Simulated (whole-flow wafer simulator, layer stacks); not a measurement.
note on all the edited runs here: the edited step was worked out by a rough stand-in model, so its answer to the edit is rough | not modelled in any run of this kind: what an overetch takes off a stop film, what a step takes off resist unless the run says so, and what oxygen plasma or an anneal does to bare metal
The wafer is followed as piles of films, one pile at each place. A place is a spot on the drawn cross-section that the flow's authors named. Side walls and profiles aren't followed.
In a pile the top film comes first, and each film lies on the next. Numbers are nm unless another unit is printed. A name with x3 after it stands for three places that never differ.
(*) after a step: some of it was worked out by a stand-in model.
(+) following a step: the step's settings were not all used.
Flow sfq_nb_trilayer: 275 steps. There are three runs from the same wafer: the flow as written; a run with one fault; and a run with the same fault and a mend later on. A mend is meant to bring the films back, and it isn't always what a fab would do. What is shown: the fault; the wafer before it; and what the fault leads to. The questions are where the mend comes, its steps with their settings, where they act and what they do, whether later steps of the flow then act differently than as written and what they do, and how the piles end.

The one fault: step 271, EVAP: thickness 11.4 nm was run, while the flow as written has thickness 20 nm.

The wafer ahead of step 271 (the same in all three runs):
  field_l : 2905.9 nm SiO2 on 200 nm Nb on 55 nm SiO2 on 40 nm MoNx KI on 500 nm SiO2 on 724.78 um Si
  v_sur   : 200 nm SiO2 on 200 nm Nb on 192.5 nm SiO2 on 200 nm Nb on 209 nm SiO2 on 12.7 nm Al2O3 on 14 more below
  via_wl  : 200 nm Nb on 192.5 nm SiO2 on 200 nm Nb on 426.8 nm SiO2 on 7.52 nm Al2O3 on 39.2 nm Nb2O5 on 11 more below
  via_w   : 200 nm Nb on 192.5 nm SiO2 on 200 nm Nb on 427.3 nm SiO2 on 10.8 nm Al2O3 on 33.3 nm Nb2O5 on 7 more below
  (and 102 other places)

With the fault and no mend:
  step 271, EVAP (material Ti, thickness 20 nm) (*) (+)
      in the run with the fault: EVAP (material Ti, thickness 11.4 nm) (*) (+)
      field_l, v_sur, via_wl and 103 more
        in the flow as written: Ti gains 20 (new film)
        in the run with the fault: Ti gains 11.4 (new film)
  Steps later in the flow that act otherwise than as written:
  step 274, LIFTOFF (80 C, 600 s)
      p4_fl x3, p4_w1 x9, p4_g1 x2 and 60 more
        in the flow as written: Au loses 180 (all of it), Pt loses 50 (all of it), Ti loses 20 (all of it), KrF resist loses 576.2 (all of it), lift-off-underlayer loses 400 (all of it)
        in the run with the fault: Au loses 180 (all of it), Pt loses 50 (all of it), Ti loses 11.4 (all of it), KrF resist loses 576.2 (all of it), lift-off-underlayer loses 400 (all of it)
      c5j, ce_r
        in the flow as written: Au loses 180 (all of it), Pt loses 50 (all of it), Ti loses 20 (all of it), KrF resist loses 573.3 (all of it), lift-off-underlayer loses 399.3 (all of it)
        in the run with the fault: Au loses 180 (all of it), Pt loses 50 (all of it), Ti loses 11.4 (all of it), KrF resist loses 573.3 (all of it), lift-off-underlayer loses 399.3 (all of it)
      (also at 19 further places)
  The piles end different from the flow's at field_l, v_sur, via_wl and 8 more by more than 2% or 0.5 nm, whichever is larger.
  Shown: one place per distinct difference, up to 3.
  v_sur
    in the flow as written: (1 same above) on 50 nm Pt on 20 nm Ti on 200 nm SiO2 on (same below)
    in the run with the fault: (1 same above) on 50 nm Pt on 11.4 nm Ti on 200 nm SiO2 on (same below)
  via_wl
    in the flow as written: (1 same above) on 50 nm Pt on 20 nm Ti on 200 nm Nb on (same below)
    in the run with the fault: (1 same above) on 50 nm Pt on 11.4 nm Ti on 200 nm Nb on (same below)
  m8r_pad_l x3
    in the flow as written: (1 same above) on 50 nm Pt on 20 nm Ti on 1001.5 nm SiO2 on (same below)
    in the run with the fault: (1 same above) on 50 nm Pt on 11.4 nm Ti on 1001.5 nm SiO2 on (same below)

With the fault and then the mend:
  The mend stands after step 271.
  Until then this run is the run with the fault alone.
  step 271a, EVAP (material Ti, thickness 8.6 nm) (*) (+) (the flow's step 271, run once more with other settings)
      field_l, v_sur, via_wl and 103 more
        Ti gains 8.6
  Every later step of the flow that is run acts as written at every place that is followed.
  The piles end the same as the flow's at every place that both follow.
